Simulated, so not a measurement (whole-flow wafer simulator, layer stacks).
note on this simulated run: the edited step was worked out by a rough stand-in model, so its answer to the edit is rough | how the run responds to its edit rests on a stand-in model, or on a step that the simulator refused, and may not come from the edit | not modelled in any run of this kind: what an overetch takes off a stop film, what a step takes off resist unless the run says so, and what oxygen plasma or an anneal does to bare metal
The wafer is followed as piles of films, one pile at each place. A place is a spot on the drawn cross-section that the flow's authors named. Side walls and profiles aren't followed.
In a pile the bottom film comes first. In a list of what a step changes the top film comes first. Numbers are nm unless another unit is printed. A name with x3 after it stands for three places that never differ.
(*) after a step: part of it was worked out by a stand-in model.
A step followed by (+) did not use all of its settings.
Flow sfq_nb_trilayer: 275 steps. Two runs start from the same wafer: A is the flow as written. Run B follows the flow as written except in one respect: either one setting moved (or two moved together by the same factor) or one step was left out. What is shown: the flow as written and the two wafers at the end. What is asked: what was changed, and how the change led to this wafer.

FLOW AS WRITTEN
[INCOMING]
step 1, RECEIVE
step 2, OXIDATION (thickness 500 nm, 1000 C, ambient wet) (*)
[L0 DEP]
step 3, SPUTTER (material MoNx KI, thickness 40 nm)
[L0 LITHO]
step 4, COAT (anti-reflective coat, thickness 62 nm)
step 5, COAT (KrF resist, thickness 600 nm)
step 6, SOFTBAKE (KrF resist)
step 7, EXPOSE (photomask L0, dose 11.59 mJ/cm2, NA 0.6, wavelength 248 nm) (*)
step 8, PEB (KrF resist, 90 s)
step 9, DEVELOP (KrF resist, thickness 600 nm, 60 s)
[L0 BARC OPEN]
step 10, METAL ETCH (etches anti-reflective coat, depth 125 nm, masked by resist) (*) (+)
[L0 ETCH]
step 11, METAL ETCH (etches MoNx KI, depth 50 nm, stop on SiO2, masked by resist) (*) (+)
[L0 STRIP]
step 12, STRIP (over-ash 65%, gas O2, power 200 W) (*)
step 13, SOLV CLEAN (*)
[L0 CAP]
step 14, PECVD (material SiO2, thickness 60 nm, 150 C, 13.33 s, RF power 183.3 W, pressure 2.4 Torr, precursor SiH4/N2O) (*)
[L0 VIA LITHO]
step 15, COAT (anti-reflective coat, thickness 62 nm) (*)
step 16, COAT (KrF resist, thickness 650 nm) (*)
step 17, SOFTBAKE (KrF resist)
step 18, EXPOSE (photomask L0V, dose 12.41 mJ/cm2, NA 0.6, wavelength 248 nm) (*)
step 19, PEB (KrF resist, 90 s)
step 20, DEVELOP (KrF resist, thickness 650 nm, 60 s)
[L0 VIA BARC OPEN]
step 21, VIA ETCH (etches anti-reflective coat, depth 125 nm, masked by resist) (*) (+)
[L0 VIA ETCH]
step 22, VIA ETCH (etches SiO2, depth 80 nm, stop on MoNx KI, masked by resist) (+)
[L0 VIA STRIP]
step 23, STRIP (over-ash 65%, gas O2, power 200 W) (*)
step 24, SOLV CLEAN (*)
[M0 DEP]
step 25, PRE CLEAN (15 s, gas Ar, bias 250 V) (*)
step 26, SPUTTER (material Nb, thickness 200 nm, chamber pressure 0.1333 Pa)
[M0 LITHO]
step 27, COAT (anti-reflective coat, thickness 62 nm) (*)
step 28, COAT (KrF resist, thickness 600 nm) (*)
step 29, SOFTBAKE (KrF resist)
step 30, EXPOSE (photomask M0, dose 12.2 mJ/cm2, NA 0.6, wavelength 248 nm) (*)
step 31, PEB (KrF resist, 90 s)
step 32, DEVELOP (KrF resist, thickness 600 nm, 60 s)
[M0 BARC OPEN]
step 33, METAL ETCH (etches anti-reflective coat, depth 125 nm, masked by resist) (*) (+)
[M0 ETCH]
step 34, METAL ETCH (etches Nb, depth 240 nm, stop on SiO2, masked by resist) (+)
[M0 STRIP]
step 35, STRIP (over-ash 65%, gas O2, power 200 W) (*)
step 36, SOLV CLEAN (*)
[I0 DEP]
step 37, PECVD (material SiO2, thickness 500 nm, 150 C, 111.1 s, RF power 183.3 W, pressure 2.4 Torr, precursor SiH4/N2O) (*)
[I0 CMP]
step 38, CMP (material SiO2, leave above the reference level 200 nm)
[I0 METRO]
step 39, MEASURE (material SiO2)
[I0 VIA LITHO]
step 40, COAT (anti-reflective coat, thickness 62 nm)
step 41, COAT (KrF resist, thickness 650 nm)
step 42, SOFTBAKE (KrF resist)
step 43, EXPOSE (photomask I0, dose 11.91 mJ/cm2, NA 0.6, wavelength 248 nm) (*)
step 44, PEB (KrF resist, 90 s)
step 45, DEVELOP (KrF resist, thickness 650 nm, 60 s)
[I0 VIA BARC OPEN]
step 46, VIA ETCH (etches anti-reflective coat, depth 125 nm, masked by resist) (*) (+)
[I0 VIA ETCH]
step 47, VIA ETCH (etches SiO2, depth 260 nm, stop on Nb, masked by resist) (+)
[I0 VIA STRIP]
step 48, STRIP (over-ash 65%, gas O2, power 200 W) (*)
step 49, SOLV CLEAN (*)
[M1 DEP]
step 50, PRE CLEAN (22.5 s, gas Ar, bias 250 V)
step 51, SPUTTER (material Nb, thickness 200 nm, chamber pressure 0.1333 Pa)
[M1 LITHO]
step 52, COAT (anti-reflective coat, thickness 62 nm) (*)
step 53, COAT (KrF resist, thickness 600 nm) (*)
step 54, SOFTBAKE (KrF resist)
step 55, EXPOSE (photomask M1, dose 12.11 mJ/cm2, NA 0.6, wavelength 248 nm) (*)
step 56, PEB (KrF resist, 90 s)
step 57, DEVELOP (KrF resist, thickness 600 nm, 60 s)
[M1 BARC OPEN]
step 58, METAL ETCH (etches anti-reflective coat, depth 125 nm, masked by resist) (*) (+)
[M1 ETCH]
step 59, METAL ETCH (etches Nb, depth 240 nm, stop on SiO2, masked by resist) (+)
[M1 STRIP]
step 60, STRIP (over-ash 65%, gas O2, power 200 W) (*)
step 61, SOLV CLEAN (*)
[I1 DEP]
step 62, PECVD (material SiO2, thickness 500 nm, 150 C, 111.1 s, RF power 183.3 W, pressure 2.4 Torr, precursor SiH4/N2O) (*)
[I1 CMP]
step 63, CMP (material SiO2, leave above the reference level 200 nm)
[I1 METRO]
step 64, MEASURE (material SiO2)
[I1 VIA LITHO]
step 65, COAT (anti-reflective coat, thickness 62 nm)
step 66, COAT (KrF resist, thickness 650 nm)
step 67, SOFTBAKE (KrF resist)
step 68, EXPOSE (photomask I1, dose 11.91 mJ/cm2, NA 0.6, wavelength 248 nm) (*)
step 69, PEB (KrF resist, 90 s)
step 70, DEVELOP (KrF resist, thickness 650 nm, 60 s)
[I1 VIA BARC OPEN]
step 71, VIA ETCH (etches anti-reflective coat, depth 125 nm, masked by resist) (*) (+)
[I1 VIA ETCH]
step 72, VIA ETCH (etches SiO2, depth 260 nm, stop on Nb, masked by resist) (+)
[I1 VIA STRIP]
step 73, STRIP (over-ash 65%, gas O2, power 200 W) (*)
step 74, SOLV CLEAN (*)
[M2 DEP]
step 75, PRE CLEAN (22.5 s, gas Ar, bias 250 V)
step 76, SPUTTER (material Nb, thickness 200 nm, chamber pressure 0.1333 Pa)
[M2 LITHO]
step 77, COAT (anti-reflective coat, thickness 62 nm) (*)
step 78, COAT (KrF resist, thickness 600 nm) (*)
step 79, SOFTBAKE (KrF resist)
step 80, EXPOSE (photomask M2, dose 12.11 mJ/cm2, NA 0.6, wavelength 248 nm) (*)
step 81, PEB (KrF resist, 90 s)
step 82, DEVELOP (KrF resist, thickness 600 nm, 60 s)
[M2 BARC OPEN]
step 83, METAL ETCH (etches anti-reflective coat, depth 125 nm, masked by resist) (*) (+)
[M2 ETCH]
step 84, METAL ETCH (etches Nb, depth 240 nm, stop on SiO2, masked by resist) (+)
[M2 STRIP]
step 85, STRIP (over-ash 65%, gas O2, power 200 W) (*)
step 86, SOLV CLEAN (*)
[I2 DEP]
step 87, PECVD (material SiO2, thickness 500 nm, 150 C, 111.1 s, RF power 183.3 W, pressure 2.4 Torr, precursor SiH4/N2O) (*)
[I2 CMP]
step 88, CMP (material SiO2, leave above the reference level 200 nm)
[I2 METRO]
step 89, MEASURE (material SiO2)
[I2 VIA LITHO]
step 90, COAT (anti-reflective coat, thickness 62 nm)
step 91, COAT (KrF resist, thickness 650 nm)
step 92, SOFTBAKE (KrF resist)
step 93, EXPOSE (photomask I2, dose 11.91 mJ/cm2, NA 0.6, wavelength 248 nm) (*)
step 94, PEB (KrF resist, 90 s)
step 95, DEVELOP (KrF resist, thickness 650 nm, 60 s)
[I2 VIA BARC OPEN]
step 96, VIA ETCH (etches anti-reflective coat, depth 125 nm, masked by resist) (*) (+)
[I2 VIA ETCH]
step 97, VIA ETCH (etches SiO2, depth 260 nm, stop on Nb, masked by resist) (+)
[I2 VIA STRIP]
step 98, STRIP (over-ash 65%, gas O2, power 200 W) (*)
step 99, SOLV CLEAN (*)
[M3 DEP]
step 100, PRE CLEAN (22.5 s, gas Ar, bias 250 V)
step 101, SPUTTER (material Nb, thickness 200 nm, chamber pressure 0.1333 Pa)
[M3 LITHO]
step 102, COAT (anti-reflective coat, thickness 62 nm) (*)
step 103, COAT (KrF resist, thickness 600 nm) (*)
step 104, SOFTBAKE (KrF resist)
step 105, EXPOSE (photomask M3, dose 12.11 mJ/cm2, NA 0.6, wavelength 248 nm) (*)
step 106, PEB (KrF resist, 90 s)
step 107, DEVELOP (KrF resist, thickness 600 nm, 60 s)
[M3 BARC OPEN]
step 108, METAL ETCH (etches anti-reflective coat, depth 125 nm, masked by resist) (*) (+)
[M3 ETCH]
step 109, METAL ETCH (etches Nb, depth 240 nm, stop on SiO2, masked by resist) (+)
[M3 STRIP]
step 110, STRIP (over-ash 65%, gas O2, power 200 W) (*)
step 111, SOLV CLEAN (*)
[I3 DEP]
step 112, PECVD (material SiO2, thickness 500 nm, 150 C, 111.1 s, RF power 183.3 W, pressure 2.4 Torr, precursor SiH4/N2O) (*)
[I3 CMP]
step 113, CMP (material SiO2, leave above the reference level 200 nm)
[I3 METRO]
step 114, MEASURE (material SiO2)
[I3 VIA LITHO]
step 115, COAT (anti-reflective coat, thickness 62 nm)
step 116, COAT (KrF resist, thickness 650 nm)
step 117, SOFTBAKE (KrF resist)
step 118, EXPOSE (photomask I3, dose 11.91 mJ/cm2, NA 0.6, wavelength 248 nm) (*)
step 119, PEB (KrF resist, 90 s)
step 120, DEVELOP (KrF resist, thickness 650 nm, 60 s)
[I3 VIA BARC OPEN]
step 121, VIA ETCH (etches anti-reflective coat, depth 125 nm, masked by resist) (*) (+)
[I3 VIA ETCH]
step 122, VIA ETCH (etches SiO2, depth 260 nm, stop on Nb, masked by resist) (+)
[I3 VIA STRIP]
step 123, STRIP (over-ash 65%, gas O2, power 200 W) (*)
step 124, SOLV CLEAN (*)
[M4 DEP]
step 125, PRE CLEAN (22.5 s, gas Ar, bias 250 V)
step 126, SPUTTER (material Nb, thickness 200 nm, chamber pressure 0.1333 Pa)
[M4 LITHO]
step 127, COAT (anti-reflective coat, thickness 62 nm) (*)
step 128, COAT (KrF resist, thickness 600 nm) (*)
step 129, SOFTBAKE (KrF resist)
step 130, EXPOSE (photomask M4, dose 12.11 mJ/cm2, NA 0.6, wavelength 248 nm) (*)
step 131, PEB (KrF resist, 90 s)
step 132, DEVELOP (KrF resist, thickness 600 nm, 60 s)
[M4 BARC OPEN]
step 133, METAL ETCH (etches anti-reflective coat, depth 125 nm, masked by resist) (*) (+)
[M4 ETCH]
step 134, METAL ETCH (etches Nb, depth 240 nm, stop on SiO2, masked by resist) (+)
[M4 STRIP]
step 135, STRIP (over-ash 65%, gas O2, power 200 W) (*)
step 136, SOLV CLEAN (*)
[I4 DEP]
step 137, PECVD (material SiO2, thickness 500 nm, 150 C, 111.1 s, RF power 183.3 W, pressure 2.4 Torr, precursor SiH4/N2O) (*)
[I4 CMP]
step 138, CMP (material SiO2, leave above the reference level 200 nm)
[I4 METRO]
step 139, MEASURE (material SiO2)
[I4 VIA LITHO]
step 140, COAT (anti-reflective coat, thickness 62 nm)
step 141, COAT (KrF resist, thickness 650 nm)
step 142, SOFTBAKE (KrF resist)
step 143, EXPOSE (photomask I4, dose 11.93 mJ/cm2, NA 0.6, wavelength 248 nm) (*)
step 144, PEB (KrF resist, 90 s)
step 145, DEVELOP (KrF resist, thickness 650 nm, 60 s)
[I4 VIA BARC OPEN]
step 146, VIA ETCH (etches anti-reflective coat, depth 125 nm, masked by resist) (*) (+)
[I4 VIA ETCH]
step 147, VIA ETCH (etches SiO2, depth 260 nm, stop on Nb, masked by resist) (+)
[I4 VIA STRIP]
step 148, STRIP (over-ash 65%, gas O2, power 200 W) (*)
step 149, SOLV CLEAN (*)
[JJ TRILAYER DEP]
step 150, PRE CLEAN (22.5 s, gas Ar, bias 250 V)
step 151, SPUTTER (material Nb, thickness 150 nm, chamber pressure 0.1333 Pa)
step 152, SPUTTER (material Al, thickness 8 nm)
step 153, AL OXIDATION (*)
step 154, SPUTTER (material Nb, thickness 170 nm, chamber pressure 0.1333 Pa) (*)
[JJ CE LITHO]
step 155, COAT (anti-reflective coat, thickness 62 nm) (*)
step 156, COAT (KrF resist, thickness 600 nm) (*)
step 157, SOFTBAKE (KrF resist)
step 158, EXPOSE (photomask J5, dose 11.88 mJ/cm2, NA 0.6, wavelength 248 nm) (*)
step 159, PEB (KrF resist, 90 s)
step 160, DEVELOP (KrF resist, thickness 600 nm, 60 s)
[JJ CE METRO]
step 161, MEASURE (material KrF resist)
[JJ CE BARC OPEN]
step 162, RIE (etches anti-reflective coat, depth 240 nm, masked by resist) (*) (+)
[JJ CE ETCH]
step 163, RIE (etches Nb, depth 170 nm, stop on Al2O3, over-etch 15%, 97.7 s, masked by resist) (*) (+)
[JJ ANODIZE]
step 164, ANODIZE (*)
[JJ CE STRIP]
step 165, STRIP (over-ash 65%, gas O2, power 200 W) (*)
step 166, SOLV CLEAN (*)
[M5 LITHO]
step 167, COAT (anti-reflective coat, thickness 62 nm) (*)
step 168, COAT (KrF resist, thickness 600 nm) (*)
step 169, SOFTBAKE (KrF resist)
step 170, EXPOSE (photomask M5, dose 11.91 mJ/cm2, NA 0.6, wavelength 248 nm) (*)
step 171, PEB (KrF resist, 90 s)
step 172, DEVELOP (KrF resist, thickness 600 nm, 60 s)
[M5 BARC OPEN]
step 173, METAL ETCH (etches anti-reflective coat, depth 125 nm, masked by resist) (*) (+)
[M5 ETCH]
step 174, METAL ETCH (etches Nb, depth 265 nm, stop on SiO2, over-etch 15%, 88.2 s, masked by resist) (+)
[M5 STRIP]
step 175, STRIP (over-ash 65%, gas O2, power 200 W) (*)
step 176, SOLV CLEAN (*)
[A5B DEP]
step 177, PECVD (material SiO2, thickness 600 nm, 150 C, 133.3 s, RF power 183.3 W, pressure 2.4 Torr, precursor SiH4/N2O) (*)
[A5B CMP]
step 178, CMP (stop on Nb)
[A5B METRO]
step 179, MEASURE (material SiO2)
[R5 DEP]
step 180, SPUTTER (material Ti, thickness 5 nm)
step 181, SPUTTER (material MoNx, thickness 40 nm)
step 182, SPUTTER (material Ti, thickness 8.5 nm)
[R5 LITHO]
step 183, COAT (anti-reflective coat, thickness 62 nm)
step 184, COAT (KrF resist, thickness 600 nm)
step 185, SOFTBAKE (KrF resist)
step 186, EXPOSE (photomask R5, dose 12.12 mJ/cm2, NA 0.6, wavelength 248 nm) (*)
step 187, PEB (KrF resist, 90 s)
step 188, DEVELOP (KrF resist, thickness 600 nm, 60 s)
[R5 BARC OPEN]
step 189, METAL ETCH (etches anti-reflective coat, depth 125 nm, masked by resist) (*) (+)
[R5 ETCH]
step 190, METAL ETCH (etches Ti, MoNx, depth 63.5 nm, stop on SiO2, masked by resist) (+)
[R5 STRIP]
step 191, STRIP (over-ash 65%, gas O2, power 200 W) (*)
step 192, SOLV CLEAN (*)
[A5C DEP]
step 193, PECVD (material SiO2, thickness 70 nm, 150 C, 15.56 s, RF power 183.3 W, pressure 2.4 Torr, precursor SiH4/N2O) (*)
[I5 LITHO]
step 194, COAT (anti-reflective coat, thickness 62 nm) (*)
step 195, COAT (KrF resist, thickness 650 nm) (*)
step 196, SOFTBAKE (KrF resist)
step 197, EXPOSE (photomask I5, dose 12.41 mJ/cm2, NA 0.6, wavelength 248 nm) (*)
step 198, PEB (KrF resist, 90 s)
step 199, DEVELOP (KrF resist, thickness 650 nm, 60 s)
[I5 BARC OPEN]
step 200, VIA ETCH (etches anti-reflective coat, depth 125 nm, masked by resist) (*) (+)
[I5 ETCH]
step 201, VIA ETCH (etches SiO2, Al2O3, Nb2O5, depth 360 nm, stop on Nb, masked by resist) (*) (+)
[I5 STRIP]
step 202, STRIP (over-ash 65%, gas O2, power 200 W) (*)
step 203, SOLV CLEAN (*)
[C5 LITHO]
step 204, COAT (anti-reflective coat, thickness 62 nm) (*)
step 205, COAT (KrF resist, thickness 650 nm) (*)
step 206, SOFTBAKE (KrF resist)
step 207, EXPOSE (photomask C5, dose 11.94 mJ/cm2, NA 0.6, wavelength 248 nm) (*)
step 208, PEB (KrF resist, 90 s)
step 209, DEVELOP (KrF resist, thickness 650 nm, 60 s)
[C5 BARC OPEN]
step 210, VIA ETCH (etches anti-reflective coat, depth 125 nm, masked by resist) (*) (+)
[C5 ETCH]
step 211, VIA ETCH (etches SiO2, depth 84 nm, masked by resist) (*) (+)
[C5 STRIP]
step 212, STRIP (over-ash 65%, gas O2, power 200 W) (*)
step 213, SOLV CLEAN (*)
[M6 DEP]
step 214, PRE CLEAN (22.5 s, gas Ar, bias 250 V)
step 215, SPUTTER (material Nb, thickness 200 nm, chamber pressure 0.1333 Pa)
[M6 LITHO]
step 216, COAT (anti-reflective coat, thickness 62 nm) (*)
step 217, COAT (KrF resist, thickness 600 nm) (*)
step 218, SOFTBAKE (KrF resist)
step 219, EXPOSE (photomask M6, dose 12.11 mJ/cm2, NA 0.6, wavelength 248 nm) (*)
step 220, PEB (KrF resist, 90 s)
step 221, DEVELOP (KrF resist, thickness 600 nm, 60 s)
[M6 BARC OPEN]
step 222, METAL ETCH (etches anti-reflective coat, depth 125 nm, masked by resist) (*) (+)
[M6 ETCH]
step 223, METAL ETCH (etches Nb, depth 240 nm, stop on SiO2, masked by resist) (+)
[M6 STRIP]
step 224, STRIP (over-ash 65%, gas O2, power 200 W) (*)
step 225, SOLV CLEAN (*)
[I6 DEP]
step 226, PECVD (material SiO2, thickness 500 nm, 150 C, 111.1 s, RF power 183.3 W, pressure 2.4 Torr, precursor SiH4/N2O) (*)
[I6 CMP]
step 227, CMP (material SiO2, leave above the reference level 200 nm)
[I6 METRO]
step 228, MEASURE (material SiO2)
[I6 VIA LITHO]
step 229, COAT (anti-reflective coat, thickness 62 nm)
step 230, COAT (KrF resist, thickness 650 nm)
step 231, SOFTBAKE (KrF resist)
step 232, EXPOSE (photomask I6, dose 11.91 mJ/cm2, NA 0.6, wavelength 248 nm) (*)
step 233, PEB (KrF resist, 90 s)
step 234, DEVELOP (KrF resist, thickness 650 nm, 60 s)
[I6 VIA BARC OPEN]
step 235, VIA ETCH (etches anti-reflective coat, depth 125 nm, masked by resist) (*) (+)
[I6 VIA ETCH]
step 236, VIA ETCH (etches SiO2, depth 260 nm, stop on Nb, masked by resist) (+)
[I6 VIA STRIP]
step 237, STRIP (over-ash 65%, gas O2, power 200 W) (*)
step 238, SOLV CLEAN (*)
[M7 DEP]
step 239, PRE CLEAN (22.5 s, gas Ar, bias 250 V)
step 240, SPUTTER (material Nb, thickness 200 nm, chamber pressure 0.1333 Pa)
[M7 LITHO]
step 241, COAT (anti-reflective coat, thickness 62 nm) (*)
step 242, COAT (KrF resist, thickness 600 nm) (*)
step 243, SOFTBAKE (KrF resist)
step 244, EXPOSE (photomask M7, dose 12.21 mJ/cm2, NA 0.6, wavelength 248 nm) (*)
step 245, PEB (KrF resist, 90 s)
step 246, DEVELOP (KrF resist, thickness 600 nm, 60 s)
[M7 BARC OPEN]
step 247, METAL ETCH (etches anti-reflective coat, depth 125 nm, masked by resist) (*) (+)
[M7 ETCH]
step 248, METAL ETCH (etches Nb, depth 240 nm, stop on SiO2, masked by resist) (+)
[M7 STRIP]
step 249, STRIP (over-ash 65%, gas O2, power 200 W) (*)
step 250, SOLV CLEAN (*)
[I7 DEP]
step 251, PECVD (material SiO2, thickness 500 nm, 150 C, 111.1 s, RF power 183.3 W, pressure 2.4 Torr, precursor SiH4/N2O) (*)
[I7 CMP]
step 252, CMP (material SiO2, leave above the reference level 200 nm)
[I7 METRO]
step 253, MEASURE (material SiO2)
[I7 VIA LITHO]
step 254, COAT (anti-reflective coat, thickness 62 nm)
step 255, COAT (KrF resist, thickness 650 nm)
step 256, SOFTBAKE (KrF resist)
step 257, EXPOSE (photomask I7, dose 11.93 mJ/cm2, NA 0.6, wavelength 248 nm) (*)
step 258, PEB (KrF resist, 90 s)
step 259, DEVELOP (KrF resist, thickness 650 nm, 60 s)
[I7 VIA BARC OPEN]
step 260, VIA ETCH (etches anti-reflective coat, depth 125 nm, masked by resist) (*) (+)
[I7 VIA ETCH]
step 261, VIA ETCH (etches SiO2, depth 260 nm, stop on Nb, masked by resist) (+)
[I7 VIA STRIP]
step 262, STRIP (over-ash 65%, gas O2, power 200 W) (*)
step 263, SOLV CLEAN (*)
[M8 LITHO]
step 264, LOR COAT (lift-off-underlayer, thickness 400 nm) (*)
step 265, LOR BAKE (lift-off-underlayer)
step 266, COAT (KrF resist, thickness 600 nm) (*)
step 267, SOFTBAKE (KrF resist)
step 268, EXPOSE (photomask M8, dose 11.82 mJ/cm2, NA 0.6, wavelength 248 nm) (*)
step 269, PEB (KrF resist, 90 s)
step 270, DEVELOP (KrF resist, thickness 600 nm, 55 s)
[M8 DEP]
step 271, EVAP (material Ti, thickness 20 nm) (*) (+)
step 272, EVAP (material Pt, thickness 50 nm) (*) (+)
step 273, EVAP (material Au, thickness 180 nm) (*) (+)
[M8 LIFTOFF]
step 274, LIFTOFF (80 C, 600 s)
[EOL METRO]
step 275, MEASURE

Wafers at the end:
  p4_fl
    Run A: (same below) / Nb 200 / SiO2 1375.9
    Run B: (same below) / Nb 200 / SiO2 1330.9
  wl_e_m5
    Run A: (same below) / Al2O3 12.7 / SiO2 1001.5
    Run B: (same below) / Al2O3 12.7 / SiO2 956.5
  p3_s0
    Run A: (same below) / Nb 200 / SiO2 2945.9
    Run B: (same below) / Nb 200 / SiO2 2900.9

What caused this: step 226, PECVD: thickness 255 nm was run, whereas the flow has thickness 500 nm; step 226, PECVD: 56.67 s was run, where the flow has 111.1 s.

How this came from the change, step by step:
  step 226, PECVD (material SiO2, thickness 500 nm, 150 C, 111.1 s, RF power 183.3 W, pressure 2.4 Torr, precursor SiH4/N2O) (*)
      field_l, p4_fl, p4_fm and 62 more: A +500 SiO2 | B +255 SiO2
      v_sur, via_wl, via_w and 21 more: A +500 SiO2 (new film) | B +255 SiO2 (new film)
      (and at 17 other places as well)
  step 227, CMP (material SiO2, leave above the reference level 200 nm)
      field_l, p4_fl, p4_fm and 59 more: A -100 SiO2 | B nothing
      moat, field_r, lsp_l, ln_m5, lsp_m: A -93.6 SiO2 | B nothing
      (and at 39 other places as well)
  step 229, COAT (anti-reflective coat, thickness 62 nm)
      ln_m5, p3_l3, p3_s3, p3_s4, p3_l5: A +62 anti-reflective coat (new film) | B +63.7 anti-reflective coat (new film)
      p3_s1, p3_l2, p3_s2, p3_s5, p3_l6: A +62 anti-reflective coat (new film) | B +63.8 anti-reflective coat (new film)
      (and at 83 other places as well)
  step 230, COAT (KrF resist, thickness 650 nm)
      m0r_space_l, m0r_space_r, m5r_space_l, m7r_space_l, m7r_space_r: A +650 KrF resist (new film) | B +668.4 KrF resist (new film)
      m0r_line_l, m0r_line_r, m7r_line_l, m7r_line_r: A +650 KrF resist (new film) | B +678.6 KrF resist (new film)
      (and at 69 other places as well)
  step 234, DEVELOP (KrF resist, thickness 650 nm, 60 s)
      via_v: A -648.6 KrF resist (all of it) | B -607 KrF resist (all of it)
  step 235, VIA ETCH (etches anti-reflective coat, depth 125 nm, masked by resist) (*) (+)
      field_l, v_sur, via_wl and 102 more: A -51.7 KrF resist | B -44.3 KrF resist
      via_v: A -62 anti-reflective coat (all of it), -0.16 SiO2 | B -53.2 anti-reflective coat (all of it), -0.13 SiO2
  step 237, STRIP (over-ash 65%, gas O2, power 200 W) (*)
      m0r_line_l, m0r_line_r, m7r_line_l, m7r_line_r: A -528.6 KrF resist (all of it), -62 anti-reflective coat (all of it) | B -564.5 KrF resist (all of it), -62.6 anti-reflective coat (all of it)
      m0r_space_l, m0r_space_r, m7r_space_l, m7r_space_r: A -528.6 KrF resist (all of it), -62 anti-reflective coat (all of it) | B -554.3 KrF resist (all of it), -79.6 anti-reflective coat (all of it)
      (and at 92 other places as well)
  step 240, SPUTTER (material Nb, thickness 200 nm, chamber pressure 0.1333 Pa)
      lsp_r, l0_sur, l0v: A +200 Nb (new film) | B +193.4 Nb (new film)
      be: A +200 Nb (new film) | B +135.2 Nb (new film)
      (and at 4 other places as well)
  step 241, COAT (anti-reflective coat, thickness 62 nm) (*)
      p3_s1, p3_l2, p3_s2, p3_s5, p3_l6: A +62 anti-reflective coat (new film) | B +63.7 anti-reflective coat (new film)
      p3_l3, p3_s3, p3_s4, p3_l5: A +62 anti-reflective coat (new film) | B +63.6 anti-reflective coat (new film)
      (and at 84 other places as well)
  step 242, COAT (KrF resist, thickness 600 nm) (*)
      wl_c_sl, wl_f_sl, r5r_line_r: A +600 KrF resist (new film) | B +616.3 KrF resist (new film)
      wl_g_m5, m0r_space_r, m7r_space_r: A +600 KrF resist (new film) | B +618.8 KrF resist (new film)
      (and at 73 other places as well)
  step 246, DEVELOP (KrF resist, thickness 600 nm, 60 s)
      wl_c_sl, r5r_line_r: A -598.7 KrF resist (all of it) | B -615 KrF resist (all of it)
      m0r_space_l, m7r_space_l: A -598.7 KrF resist (all of it) | B -617.8 KrF resist (all of it)
      (and at 34 other places as well)
  step 247, METAL ETCH (etches anti-reflective coat, depth 125 nm, masked by resist) (*) (+)
      m5r_linepad_l, m5r_linepad_r: A -62 anti-reflective coat (all of it) | B -125 anti-reflective coat
      v_sur, via_wl, via_w and 38 more: A -51.7 KrF resist | B -69.4 KrF resist
      (and at 53 other places as well)
  step 248, METAL ETCH (etches Nb, depth 240 nm, stop on SiO2, masked by resist) (+)
      m5r_linepad_l, m5r_linepad_r: A -200 Nb (all of it) | B -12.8 anti-reflective coat (all of it), -200 Nb (all of it)
      l0_sur, l0v: A -200 Nb (all of it) | B -193.4 Nb (all of it)
  step 249, STRIP (over-ash 65%, gas O2, power 200 W) (*)
      v_sur: A -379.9 KrF resist (all of it), -61.4 anti-reflective coat (all of it) | B -308.5 KrF resist (all of it), -42.8 anti-reflective coat (all of it)
      via_wl: A -379.3 KrF resist (all of it), -61.3 anti-reflective coat (all of it) | B -309.5 KrF resist (all of it), -51.5 anti-reflective coat (all of it)
      (and at 38 other places as well)
  step 251, PECVD (material SiO2, thickness 500 nm, 150 C, 111.1 s, RF power 183.3 W, pressure 2.4 Torr, precursor SiH4/N2O) (*)
      be: A +500 SiO2 (new film) | B +348.6 SiO2 (new film)
      gap: A +500 SiO2 (new film) | B +550.7 SiO2 (new film)
  step 252, CMP (material SiO2, leave above the reference level 200 nm)
      field_l, p4_fl, p4_fm and 48 more: A -100 SiO2 | B nothing
      field_r, lsp_l: A -77.7 SiO2 | B nothing
      (and at 28 other places as well)
  ... 8 further steps ...
  step 274, LIFTOFF (80 C, 600 s)
      m0r_line_l, m0r_line_r: A -180 Au (all of it), -50 Pt (all of it), -20 Ti (all of it), -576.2 KrF resist (all of it), -400 lift-off-underlayer (all of it) | B -180 Au (all of it), -50 Pt (all of it), -20 Ti (all of it), -579.8 KrF resist (all of it), -411.3 lift-off-underlayer (all of it)
      m0r_space_l, m0r_space_r: A -180 Au (all of it), -50 Pt (all of it), -20 Ti (all of it), -576.2 KrF resist (all of it), -400 lift-off-underlayer (all of it) | B -180 Au (all of it), -50 Pt (all of it), -20 Ti (all of it), -577.1 KrF resist (all of it), -414.6 lift-off-underlayer (all of it)
      (and at 37 other places as well)
